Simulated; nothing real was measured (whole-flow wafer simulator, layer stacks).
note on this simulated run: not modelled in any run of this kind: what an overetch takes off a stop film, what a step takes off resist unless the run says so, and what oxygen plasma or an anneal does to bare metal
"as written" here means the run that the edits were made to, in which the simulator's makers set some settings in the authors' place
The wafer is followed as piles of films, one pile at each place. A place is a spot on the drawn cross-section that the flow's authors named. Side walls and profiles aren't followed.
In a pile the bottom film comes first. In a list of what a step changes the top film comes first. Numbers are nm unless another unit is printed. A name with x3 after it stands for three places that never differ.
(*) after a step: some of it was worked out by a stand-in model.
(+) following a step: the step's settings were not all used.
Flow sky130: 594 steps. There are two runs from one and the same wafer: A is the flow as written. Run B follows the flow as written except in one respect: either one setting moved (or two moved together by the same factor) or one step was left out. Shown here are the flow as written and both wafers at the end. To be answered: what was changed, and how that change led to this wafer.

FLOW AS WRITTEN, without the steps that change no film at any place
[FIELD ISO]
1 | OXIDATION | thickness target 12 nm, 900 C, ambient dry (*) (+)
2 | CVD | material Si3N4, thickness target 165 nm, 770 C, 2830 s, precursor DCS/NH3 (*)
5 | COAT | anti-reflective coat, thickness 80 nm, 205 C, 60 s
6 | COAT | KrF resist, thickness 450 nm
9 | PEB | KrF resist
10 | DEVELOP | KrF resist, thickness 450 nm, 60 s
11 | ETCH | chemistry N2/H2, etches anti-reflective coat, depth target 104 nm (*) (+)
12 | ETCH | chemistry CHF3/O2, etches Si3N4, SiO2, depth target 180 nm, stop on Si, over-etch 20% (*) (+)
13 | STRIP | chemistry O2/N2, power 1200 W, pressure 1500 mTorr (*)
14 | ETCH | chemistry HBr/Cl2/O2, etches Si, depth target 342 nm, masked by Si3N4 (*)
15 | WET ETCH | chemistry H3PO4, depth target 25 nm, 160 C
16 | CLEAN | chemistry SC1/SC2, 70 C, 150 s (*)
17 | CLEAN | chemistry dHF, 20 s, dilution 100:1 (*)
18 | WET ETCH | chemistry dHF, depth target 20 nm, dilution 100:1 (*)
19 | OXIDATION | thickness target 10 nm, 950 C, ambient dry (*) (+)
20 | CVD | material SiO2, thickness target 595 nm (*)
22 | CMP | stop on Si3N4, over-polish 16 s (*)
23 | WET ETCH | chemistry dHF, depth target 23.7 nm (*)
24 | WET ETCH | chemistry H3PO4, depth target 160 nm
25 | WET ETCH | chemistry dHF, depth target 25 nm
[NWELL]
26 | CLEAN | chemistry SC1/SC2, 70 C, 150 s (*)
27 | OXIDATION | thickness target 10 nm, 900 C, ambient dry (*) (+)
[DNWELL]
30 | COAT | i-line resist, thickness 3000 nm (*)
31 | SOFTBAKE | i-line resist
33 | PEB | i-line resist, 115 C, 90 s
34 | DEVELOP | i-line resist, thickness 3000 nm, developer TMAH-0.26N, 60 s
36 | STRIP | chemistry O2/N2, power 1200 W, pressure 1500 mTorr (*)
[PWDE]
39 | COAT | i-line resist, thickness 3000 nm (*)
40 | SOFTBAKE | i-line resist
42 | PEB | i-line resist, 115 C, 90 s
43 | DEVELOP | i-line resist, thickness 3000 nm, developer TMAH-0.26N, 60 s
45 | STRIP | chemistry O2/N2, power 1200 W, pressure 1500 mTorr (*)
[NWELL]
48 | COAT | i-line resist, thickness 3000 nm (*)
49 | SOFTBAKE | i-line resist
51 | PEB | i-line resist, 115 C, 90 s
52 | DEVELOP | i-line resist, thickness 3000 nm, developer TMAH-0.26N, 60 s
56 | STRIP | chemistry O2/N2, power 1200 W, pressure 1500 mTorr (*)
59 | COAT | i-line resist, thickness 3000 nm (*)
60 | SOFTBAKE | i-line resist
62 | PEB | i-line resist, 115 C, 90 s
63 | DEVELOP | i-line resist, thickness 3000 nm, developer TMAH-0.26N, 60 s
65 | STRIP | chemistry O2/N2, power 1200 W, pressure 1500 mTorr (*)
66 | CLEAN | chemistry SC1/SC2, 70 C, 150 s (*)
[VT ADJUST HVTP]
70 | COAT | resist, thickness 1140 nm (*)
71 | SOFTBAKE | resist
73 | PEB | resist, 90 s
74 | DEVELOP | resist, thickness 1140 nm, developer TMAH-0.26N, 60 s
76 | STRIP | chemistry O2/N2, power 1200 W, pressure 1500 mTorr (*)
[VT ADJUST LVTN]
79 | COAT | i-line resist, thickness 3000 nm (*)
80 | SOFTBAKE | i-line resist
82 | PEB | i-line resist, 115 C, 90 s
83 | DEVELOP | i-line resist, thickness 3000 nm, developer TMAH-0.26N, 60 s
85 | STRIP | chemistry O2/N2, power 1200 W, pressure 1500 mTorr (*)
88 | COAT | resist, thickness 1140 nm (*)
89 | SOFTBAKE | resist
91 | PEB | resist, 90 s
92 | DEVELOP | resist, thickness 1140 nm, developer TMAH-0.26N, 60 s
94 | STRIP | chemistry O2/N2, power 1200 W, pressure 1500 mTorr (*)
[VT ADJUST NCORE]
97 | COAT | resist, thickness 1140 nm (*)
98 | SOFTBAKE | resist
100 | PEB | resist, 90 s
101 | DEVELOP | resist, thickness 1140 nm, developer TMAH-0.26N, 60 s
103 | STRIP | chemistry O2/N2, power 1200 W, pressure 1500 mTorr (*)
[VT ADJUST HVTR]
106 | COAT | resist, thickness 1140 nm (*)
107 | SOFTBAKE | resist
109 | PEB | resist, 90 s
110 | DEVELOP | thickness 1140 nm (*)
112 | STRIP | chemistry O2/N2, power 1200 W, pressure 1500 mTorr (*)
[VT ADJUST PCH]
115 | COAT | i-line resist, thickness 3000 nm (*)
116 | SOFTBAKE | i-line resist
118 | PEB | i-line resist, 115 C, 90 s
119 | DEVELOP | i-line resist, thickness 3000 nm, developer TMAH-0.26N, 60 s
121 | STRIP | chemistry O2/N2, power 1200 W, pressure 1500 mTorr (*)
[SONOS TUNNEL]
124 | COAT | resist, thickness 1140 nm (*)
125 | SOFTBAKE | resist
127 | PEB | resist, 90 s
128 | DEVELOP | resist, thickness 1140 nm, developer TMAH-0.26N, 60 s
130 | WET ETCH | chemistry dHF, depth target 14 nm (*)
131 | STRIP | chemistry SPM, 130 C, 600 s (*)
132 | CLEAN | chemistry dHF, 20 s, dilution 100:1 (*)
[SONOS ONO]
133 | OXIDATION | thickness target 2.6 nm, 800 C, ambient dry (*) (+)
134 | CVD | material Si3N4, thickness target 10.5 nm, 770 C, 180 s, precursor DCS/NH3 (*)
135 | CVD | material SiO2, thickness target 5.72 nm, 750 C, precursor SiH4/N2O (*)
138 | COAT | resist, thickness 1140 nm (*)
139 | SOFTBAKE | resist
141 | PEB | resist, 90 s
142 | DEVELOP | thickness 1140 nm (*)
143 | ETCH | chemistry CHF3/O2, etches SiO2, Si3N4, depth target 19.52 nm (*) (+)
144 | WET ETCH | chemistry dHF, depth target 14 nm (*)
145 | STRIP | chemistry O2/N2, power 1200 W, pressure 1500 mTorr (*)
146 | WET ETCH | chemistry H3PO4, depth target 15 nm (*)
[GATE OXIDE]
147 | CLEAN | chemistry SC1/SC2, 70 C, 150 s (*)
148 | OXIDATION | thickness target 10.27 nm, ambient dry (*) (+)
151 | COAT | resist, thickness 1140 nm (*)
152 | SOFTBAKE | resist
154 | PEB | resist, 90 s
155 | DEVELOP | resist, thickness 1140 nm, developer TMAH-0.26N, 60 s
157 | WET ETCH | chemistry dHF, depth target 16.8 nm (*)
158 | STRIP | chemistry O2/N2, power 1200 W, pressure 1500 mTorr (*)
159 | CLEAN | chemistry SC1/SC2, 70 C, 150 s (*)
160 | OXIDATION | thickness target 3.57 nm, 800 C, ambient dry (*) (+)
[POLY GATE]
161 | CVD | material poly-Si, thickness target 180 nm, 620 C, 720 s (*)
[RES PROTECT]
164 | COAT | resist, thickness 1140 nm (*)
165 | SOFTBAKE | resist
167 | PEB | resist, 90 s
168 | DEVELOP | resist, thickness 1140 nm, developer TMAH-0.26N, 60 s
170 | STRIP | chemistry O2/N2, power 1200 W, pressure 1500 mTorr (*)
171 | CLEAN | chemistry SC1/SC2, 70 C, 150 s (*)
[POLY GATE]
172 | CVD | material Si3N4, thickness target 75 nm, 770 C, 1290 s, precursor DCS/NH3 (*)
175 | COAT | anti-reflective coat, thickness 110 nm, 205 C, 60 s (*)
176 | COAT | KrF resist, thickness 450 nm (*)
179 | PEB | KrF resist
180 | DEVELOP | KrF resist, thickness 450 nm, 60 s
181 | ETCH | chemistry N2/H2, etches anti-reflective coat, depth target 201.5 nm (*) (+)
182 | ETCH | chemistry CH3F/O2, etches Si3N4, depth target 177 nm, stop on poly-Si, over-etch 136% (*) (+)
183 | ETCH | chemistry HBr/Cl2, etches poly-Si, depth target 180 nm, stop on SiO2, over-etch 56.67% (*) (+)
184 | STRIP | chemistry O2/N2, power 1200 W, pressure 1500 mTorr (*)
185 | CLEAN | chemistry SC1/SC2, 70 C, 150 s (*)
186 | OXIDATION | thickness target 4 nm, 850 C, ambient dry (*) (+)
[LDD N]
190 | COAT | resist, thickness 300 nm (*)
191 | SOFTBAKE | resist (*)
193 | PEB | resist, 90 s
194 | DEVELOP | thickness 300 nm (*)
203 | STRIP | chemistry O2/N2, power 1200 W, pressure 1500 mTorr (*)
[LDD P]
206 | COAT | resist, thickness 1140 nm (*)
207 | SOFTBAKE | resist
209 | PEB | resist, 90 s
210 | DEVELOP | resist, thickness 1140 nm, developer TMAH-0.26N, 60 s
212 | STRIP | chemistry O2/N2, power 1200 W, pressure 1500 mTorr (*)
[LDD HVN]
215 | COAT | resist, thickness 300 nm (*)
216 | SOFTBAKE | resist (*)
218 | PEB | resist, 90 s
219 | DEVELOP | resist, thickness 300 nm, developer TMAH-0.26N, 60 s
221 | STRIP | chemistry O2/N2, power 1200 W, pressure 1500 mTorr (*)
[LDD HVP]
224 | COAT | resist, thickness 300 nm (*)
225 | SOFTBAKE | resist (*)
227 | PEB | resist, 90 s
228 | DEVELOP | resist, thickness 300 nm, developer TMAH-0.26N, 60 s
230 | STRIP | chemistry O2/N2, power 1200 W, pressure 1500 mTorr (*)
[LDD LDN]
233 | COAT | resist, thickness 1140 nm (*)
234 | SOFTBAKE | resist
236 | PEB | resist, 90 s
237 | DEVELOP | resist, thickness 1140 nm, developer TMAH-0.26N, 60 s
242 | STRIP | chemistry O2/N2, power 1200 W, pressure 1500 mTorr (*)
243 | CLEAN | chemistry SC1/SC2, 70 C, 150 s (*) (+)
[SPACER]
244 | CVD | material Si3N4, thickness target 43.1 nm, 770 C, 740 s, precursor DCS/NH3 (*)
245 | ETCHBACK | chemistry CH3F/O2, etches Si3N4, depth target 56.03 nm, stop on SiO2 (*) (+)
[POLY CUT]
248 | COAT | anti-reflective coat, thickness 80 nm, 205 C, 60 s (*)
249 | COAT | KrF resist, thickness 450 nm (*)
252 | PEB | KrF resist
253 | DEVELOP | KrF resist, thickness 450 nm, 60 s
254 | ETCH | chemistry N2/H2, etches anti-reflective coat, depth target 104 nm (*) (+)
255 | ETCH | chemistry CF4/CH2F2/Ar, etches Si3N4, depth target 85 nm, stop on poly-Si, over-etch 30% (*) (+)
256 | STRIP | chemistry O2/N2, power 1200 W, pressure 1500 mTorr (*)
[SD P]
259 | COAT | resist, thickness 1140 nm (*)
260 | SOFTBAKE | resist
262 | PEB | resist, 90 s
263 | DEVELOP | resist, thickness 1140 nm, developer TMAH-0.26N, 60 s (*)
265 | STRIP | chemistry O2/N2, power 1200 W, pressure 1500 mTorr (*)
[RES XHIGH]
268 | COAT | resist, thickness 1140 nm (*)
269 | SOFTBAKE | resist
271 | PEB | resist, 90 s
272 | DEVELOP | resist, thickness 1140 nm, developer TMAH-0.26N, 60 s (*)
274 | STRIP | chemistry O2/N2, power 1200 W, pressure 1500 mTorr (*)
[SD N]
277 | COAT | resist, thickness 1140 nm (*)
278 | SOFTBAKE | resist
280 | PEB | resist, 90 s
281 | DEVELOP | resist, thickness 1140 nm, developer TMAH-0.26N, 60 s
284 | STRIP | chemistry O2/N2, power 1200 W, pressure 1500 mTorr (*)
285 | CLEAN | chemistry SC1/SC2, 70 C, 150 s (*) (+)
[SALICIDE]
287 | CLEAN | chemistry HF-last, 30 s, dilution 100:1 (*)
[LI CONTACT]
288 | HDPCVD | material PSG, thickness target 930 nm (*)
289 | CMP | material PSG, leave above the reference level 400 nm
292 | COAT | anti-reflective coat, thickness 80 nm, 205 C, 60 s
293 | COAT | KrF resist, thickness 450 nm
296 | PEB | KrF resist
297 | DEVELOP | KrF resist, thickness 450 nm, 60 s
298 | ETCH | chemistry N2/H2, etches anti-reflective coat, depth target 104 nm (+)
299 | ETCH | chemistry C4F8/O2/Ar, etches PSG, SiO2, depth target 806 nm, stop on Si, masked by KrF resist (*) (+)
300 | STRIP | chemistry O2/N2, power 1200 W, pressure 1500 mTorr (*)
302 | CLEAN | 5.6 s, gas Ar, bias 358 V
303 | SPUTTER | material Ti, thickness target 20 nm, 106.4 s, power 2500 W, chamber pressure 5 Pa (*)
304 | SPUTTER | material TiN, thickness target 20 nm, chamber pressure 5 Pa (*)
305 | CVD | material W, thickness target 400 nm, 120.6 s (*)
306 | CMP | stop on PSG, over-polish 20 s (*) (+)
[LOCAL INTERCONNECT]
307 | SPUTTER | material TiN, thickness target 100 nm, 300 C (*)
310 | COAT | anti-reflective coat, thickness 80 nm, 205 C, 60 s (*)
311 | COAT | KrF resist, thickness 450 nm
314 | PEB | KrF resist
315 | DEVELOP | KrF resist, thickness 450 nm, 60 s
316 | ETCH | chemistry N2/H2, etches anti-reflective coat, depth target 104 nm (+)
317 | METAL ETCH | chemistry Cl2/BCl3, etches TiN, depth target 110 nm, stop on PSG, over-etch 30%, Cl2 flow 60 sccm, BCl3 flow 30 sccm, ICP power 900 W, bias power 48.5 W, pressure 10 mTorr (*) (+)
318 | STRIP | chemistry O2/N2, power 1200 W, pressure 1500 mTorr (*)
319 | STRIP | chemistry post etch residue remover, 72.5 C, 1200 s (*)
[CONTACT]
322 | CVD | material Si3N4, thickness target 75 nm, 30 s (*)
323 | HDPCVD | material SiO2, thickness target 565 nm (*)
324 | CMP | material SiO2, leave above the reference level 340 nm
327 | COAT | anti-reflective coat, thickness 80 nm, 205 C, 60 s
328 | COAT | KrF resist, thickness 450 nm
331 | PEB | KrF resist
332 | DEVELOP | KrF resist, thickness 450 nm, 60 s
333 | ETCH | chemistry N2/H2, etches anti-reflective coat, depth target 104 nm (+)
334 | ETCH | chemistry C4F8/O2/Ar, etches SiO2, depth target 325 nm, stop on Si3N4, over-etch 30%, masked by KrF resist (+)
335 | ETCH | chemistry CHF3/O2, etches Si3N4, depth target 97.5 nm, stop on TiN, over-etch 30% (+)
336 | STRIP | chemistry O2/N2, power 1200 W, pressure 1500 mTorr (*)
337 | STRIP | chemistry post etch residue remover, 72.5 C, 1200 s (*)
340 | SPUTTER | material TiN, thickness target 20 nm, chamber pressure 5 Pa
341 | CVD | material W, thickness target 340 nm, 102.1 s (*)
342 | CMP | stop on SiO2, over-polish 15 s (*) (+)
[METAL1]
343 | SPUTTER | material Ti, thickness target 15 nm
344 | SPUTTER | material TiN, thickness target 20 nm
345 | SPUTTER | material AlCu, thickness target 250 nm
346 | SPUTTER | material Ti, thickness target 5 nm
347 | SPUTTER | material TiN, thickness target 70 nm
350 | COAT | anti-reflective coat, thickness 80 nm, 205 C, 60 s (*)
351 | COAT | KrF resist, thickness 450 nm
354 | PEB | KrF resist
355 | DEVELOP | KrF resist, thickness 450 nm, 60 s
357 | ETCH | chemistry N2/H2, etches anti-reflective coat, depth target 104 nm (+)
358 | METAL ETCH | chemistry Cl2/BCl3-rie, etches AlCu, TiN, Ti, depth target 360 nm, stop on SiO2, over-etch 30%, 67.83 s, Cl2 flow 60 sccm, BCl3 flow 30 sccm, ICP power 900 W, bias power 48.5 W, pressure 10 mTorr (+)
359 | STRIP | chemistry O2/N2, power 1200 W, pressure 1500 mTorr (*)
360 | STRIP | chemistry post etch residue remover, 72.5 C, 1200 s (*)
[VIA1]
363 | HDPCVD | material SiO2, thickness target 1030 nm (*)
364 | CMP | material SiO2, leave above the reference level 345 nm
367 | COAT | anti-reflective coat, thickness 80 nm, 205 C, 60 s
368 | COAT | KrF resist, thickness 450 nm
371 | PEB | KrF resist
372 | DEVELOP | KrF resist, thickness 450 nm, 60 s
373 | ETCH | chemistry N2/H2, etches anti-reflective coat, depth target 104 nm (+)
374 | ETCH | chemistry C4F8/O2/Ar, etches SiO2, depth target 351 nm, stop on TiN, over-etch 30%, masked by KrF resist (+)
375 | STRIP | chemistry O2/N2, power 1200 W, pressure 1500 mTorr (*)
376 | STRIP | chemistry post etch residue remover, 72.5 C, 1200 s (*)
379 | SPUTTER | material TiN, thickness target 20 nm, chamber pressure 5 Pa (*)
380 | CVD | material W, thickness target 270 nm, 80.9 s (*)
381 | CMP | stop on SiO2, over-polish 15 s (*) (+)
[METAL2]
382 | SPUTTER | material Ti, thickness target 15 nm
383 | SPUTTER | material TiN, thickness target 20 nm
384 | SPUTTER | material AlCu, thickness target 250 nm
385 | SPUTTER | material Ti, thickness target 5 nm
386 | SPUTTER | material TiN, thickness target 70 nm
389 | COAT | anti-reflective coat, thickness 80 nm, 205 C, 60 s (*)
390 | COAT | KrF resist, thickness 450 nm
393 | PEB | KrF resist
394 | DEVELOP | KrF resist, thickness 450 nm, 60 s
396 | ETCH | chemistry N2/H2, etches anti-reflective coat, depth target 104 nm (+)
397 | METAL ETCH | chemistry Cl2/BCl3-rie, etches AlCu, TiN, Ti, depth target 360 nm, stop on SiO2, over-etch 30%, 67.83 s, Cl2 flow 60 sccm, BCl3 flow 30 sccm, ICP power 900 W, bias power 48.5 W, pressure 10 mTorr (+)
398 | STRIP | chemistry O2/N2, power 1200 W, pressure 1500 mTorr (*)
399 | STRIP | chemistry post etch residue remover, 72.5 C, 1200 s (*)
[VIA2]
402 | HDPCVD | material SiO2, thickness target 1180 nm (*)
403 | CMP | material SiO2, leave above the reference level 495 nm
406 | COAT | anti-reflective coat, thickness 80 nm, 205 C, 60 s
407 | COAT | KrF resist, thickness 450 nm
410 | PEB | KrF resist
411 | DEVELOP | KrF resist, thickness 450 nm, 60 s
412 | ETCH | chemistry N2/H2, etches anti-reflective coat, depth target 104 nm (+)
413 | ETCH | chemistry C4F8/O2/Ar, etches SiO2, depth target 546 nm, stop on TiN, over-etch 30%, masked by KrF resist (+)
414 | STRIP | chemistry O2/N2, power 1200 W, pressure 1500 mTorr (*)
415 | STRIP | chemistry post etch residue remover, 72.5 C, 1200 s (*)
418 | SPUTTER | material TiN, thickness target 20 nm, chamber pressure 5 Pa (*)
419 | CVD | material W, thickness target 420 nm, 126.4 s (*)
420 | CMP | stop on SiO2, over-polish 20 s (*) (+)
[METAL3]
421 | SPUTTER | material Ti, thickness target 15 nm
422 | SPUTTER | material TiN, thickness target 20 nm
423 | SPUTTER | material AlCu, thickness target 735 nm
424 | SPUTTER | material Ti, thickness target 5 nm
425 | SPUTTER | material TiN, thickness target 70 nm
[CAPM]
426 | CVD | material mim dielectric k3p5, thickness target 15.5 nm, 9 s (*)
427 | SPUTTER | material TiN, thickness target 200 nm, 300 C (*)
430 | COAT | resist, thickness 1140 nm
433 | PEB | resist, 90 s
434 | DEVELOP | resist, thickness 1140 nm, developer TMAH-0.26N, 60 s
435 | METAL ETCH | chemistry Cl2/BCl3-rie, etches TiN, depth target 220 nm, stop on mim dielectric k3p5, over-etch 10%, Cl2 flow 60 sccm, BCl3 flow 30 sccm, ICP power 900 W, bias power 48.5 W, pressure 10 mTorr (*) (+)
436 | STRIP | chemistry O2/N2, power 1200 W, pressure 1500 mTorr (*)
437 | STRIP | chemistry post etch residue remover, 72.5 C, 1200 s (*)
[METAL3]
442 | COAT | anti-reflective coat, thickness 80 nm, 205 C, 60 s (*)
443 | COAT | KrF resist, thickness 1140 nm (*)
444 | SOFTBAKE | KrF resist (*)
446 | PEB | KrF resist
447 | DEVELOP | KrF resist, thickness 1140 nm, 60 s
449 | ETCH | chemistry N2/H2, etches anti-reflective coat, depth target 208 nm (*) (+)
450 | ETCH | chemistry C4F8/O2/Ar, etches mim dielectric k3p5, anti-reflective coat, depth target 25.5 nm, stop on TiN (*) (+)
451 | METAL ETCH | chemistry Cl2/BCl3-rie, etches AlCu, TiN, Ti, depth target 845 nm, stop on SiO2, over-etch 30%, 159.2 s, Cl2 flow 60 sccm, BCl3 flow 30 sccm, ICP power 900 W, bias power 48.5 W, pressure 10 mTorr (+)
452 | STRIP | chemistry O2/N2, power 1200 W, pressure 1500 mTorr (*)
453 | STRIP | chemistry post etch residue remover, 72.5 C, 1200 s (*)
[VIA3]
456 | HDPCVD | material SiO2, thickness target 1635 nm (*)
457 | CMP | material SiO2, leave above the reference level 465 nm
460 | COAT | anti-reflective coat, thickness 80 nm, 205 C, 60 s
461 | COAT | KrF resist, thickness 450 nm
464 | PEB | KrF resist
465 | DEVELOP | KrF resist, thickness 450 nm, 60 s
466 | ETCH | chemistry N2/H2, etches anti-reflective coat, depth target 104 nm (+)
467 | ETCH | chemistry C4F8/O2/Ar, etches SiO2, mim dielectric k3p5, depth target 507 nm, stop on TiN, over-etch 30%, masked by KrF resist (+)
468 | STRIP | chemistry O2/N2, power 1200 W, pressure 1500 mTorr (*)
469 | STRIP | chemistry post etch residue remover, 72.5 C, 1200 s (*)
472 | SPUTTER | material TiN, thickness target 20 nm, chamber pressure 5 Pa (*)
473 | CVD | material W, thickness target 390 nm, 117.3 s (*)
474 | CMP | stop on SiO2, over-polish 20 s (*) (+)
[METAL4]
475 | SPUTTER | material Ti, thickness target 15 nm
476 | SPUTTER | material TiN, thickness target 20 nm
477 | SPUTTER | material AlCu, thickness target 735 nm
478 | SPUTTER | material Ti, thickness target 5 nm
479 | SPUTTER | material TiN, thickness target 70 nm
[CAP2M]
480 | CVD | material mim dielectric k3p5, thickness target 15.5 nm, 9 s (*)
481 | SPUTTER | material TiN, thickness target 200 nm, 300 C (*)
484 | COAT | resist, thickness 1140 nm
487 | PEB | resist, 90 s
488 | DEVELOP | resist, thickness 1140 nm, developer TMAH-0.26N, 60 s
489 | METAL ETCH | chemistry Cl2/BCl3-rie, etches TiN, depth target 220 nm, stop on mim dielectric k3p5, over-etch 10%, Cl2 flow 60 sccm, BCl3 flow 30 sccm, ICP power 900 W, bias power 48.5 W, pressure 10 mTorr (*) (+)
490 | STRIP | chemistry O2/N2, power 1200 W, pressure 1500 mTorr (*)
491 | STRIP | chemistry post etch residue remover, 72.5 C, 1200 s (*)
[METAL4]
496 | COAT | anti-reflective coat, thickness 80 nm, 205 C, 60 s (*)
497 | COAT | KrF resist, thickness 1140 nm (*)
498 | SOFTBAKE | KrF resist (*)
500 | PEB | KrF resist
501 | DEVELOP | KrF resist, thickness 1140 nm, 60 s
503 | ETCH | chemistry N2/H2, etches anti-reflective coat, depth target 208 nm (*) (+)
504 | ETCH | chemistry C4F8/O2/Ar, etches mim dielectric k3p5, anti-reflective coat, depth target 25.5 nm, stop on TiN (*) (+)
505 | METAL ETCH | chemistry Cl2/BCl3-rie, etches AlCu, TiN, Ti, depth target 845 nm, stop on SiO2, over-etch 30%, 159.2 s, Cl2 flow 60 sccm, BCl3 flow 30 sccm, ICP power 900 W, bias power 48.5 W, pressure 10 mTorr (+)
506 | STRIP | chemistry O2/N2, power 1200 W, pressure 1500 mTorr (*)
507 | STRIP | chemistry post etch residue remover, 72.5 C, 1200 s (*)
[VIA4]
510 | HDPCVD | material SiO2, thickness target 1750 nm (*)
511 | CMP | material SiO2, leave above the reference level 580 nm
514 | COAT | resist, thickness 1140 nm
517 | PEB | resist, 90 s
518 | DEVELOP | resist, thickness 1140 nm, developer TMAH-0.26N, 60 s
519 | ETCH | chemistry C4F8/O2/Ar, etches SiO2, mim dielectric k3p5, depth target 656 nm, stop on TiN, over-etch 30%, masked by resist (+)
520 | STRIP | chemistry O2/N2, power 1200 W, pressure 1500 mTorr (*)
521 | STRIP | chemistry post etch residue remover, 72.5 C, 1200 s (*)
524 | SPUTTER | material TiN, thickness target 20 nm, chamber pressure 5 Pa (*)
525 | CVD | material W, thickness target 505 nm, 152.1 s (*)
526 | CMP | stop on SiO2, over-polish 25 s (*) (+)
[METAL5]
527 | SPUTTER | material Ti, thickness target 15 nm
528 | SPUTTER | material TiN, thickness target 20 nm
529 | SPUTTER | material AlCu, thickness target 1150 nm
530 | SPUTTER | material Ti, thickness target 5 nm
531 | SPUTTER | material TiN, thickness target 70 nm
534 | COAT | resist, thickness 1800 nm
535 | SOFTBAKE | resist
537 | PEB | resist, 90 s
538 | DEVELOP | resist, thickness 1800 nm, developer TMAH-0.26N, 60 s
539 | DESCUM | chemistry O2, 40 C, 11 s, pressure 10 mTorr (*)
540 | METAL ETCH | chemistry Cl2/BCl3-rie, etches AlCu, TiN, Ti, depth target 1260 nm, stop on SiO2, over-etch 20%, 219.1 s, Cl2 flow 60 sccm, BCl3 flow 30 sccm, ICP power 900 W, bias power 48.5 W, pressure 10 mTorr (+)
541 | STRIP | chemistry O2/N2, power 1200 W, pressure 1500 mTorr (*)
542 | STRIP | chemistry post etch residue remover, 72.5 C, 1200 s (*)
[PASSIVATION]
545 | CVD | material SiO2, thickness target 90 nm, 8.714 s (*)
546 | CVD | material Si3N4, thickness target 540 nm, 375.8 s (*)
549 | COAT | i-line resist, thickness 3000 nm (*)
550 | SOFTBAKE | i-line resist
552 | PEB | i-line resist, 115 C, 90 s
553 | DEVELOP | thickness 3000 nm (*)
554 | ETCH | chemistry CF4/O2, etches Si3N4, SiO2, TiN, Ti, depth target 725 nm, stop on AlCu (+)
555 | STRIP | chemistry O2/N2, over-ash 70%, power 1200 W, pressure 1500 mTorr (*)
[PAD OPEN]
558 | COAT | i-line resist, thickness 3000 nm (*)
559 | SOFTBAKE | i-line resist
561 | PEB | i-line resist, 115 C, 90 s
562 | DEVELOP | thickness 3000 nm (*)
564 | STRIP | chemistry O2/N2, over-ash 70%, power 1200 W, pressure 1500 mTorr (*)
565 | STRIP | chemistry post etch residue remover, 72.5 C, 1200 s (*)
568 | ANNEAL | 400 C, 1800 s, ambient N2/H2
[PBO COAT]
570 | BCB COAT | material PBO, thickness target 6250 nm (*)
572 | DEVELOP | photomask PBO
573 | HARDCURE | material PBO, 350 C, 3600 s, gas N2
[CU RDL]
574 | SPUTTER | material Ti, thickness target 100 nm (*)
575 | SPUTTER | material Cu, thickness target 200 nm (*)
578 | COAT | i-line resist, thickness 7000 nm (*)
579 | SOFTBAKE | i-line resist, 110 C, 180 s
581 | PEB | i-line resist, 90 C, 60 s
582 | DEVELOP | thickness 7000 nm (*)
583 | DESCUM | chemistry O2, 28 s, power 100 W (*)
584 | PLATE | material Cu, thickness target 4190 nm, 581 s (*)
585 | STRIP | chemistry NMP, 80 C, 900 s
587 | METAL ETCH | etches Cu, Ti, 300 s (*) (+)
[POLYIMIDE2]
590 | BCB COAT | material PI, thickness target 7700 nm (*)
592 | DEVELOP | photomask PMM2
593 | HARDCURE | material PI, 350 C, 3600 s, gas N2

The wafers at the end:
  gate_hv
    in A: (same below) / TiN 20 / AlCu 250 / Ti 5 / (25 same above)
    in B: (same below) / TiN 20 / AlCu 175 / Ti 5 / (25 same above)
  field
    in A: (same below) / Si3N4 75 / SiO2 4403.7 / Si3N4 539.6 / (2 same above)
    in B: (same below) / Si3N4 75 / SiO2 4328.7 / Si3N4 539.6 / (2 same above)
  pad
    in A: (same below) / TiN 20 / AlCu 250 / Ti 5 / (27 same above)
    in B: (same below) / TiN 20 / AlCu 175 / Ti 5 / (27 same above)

Cause: step 345, SPUTTER: thickness target 175 nm was run, while the flow as written has thickness target 250 nm.
One can read it off the wafer: gate_hv has AlCu 175, and step 345 as written asks for 250 nm.

The path from the change to this, step by step:
  345 | SPUTTER | material AlCu, thickness target 250 nm
      field, active, n_well and 188 more: A AlCu gains 250 (new film) | B AlCu gains 175 (new film)
  358 | METAL ETCH | chemistry Cl2/BCl3-rie, etches AlCu, TiN, Ti, depth target 360 nm, stop on SiO2, over-etch 30%, 67.83 s, Cl2 flow 60 sccm, BCl3 flow 30 sccm, ICP power 900 W, bias power 48.5 W, pressure 10 mTorr (+)
      field, active, gate and 81 more: A TiN loses 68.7 (all of it), Ti loses 5 (all of it), AlCu loses 250 (all of it), TiN loses 20 (all of it), Ti loses 15 (all of it), SiO2 loses 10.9 | B TiN loses 68.7 (all of it), Ti loses 5 (all of it), AlCu loses 175 (all of it), TiN loses 20 (all of it), Ti loses 15 (all of it), SiO2 loses 18.4
  364 | CMP | material SiO2, leave above the reference level 345 nm
      field, active, gate and 81 more: A SiO2 loses 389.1 | B SiO2 loses 456.6
